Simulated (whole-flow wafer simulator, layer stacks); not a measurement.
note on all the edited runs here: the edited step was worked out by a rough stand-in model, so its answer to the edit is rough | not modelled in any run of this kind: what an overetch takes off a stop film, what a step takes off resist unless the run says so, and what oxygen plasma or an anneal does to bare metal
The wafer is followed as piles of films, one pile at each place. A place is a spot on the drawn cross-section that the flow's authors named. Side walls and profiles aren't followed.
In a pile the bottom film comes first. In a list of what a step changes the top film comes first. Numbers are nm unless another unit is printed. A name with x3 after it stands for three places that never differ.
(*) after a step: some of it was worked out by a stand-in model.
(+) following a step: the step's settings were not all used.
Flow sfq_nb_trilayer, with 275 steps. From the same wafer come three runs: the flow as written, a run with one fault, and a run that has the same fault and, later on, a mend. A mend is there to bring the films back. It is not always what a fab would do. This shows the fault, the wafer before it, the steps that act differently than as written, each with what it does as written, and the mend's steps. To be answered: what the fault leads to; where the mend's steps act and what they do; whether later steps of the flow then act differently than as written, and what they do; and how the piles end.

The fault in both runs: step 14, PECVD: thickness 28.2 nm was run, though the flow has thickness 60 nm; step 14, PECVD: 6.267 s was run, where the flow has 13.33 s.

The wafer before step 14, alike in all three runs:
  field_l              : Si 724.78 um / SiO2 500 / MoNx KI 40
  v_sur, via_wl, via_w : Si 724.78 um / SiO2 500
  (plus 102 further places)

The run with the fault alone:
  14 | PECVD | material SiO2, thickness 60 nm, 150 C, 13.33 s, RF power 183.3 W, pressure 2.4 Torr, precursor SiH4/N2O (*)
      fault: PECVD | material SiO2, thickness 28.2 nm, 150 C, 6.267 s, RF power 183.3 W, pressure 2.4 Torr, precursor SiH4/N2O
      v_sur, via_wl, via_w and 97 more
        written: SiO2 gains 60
        fault: SiO2 gains 28.2
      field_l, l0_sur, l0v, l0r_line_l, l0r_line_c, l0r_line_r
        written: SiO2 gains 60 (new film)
        fault: SiO2 gains 28.2 (new film)
  Steps later in the flow that act otherwise than as written (10 other steps are not shown; they differ only slightly, by no more than 2% or 0.5 nm, whichever is larger):
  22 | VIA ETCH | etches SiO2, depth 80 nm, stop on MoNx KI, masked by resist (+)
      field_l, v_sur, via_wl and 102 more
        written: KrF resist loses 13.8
        fault: KrF resist loses 7.25
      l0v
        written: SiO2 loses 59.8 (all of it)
        fault: SiO2 loses 28 (all of it)
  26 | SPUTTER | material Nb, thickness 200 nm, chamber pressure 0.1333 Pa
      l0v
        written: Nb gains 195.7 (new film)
        fault: Nb gains 200 (new film)
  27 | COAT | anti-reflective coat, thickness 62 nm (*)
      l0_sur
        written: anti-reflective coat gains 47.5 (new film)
        fault: anti-reflective coat gains 50.9 (new film)
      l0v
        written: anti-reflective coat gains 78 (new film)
        fault: anti-reflective coat gains 68.2 (new film)
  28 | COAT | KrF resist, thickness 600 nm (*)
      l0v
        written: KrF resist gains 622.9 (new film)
        fault: KrF resist gains 603.9 (new film)
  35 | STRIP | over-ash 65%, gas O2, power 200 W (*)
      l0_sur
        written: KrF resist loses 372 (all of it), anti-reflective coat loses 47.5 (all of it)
        fault: KrF resist loses 373.9 (all of it), anti-reflective coat loses 50.9 (all of it)
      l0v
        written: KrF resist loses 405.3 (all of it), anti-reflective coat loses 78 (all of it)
        fault: KrF resist loses 386.3 (all of it), anti-reflective coat loses 68.2 (all of it)
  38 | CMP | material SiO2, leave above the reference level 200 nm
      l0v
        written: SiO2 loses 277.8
        fault: SiO2 loses 313.9
  By the end, the piles at field_l, v_sur, via_wl and 100 more depart from the flow's by more than 2% or 0.5 nm, whichever is larger.
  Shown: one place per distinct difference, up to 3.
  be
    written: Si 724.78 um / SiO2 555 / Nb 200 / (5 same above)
    fault: Si 724.78 um / SiO2 523.2 / Nb 200 / (5 same above)
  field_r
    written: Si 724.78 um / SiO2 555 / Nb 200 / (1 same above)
    fault: Si 724.78 um / SiO2 523.2 / Nb 200 / (1 same above)
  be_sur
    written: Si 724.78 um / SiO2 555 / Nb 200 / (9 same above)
    fault: Si 724.78 um / SiO2 523.2 / Nb 200 / (9 same above)

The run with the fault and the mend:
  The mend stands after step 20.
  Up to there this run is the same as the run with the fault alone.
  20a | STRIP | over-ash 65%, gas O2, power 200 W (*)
      p4_fl x3, p4_w1 x9, p4_g1 x2 and 59 more
        KrF resist loses 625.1 (all of it), anti-reflective coat loses 62 (all of it)
      jj_sur, ce_l, c5j, ce_r, sp_r, be_r, r_sur
        KrF resist loses 632 (all of it), anti-reflective coat loses 63.7 (all of it)
      gap, res, r_end
        KrF resist loses 632.1 (all of it), anti-reflective coat loses 63.7 (all of it)
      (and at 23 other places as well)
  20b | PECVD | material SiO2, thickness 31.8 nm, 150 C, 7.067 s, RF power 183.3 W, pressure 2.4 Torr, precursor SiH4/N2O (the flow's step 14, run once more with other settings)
      field_l, v_sur, via_wl and 103 more
        SiO2 gains 31.8
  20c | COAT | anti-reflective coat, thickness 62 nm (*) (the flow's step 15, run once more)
      p4_fl x3, p4_w1 x9, p4_g1 x2 and 59 more
        anti-reflective coat gains 62 (new film)
      be_sur, gap, jj_sur and 8 more
        anti-reflective coat gains 63.7 (new film)
      wire, be, moat, field_r, lsp_l
        anti-reflective coat gains 63.8 (new film)
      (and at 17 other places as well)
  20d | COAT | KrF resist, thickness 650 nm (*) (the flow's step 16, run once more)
      p4_fl x3, p4_w1 x9, p4_g1 x2 and 59 more
        KrF resist gains 650 (new film)
      jj_sur, ce_l, c5j, ce_r, sp_r, be_r, r_sur
        KrF resist gains 656.9 (new film)
      v_sur, via_wr
        KrF resist gains 659.5 (new film)
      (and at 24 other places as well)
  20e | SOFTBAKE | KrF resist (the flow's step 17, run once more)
      leaves every film unchanged at each place that is followed
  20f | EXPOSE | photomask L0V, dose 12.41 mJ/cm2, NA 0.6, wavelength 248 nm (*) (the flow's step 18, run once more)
      leaves every film unchanged at each place that is followed
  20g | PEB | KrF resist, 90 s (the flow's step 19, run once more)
      p4_fl x3, p4_w1 x9, p4_g1 x2 and 59 more
        KrF resist loses 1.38
      via_v, wire, be and 15 more
        KrF resist loses 1.39
      v_sur, via_w, via_wr, via_sp, lsp_m, ln_m6, lsp_r
        KrF resist loses 1.4
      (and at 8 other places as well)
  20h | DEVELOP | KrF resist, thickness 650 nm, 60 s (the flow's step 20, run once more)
      field_l, v_sur, via_wl and 102 more
        KrF resist loses 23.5
      l0v
        KrF resist loses 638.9 (all of it)
  None of the later steps of the flow differs from how it acts as written, at any place that is followed, by more than 2% or 0.5 nm, whichever is larger.
  By the end, the piles equal the flow's at every place that both follow.
